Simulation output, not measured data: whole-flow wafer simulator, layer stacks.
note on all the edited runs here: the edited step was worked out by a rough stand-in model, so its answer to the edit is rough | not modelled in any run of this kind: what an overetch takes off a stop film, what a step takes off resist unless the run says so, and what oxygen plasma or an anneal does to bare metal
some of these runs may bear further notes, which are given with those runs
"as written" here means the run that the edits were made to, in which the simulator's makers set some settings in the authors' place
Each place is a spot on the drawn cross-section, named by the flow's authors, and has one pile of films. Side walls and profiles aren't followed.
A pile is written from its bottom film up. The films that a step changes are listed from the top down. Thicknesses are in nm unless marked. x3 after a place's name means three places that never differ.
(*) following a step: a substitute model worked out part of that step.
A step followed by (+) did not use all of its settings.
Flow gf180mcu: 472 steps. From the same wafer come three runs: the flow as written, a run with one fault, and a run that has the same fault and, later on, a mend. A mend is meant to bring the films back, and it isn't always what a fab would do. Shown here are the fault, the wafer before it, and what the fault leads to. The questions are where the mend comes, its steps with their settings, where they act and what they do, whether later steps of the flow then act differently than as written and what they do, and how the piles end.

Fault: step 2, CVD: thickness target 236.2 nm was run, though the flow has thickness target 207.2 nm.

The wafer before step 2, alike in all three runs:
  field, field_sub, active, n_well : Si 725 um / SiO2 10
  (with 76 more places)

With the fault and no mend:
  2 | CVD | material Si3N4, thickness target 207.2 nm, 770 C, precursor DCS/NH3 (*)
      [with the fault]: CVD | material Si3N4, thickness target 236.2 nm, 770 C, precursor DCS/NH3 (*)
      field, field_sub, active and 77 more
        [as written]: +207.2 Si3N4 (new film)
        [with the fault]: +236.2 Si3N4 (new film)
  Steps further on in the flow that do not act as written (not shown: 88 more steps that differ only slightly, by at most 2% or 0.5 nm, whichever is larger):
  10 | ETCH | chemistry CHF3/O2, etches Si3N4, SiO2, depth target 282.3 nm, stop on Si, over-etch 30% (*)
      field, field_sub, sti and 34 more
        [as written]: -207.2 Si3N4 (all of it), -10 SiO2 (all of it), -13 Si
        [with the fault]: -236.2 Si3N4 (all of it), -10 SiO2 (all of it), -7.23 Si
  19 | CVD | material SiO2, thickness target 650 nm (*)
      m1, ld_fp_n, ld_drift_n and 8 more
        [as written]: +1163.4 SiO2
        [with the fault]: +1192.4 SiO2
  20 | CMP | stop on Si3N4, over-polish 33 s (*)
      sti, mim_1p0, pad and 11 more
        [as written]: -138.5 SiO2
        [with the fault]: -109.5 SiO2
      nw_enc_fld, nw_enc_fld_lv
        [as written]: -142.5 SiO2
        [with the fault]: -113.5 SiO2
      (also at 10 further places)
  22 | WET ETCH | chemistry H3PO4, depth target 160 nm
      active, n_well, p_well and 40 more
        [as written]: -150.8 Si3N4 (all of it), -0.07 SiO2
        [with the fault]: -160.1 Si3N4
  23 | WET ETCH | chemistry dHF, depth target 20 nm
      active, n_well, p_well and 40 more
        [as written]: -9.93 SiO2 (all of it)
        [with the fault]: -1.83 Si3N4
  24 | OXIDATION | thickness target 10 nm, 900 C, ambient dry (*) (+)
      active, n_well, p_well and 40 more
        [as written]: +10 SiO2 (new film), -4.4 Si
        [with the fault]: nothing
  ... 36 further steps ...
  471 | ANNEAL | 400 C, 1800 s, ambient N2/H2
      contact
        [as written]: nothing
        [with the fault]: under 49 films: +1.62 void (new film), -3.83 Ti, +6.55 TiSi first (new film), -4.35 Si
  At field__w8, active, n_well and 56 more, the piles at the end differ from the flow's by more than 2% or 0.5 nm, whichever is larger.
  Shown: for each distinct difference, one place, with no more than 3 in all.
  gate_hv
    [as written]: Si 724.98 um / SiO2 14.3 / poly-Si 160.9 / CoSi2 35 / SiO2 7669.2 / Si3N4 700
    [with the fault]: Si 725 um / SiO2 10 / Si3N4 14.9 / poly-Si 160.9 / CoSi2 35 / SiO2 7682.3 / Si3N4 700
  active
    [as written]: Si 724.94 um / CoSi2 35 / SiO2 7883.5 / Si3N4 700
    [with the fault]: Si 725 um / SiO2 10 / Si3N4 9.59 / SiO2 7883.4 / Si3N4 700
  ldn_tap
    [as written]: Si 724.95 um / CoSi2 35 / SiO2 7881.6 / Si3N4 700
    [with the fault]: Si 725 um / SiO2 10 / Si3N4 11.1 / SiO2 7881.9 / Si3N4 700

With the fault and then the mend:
  The mend stands after step 9.
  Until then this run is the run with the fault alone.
  9a | STRIP | chemistry O2/N2, power 2160 W, pressure 1700 mTorr (*)
      active, n_well, p_well and 40 more
        -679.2 KrF resist (all of it)
  9b | WET ETCH | chemistry H3PO4, depth target 29 nm, 160 C
      field, field_sub, active and 77 more
        -29 Si3N4
  9c | HMDS | 120 C, 60 s (the flow's step 4, run once more)
      alters no film at any place that is followed
  9d | COAT | KrF resist, thickness 700 nm (the flow's step 5, run once more)
      field, field_sub, active and 77 more
        +700 KrF resist (new film)
  9e | SOFTBAKE | KrF resist (the flow's step 6, run once more)
      alters no film at any place that is followed
  9f | EXPOSE | photomask COMP (the flow's step 7, run once more)
      alters no film at any place that is followed
  9g | PEB | KrF resist, 135 C, 90 s (the flow's step 8, run once more)
      field, field_sub, active and 77 more
        -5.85 KrF resist
  9h | DEVELOP | thickness 700 nm, 60 s (the flow's step 9, run once more)
      active, n_well, p_well and 40 more
        -14.9 KrF resist
      field, field_sub, sti and 34 more
        -694.2 KrF resist (all of it)
  None of the later steps of the flow differs from how it acts as written, at any place that is followed, by more than 2% or 0.5 nm, whichever is larger.
  The piles end the same as the flow's at every place that both follow.
